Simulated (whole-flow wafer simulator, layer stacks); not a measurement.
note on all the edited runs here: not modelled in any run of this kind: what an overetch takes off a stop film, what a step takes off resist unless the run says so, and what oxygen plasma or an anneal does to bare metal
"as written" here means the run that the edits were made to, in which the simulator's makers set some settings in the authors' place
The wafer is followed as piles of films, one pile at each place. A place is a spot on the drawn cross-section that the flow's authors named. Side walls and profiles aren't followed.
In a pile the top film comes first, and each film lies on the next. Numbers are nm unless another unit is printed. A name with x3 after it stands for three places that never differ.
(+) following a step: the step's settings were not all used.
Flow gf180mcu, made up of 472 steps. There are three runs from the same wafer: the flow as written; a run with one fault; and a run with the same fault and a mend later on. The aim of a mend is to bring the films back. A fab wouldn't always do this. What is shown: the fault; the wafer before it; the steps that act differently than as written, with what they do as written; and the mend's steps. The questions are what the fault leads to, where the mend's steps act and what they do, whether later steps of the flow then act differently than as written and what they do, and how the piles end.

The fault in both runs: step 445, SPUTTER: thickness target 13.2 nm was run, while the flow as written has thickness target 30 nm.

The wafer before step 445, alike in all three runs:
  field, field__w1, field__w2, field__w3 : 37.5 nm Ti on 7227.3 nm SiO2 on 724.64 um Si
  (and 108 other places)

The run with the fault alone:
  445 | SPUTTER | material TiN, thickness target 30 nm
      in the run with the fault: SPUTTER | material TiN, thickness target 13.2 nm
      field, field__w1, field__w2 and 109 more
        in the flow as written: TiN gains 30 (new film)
        in the run with the fault: TiN gains 13.2 (new film)
  Steps further on in the flow that do not act as written (4 more steps, not shown, differ only slightly: by at most 2% or 0.5 nm, whichever is larger):
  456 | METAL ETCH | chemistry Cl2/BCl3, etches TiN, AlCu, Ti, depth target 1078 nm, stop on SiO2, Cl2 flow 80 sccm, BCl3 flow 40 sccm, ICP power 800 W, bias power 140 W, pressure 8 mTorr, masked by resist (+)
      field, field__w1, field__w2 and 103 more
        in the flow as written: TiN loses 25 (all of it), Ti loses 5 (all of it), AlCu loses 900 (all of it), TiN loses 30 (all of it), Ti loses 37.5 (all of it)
        in the run with the fault: TiN loses 25 (all of it), Ti loses 5 (all of it), AlCu loses 900 (all of it), TiN loses 13.2 (all of it), Ti loses 37.5 (all of it)
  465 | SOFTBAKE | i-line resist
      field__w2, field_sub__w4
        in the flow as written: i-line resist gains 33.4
        in the run with the fault: i-line resist gains 32.5
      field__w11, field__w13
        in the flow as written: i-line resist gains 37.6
        in the run with the fault: i-line resist gains 36.7
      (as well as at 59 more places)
  By the end, the piles at field__w8, contact, m1, m1__w1, pad, m1_nw depart from the flow's by more than 2% or 0.5 nm, whichever is larger.
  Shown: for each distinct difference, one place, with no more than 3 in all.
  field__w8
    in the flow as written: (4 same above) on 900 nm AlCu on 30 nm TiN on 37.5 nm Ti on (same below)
    in the run with the fault: (4 same above) on 900 nm AlCu on 13.2 nm TiN on 37.5 nm Ti on (same below)
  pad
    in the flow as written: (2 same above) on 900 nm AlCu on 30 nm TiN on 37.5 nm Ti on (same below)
    in the run with the fault: (2 same above) on 900 nm AlCu on 13.2 nm TiN on 37.5 nm Ti on (same below)

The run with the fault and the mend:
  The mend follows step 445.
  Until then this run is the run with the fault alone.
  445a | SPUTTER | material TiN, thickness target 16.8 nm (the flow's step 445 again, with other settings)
      field, field__w1, field__w2 and 109 more
        TiN gains 16.8
  Every later step of the flow that is run acts as written at every place that is followed.
  By the end, the piles equal the flow's at every place that both follow.
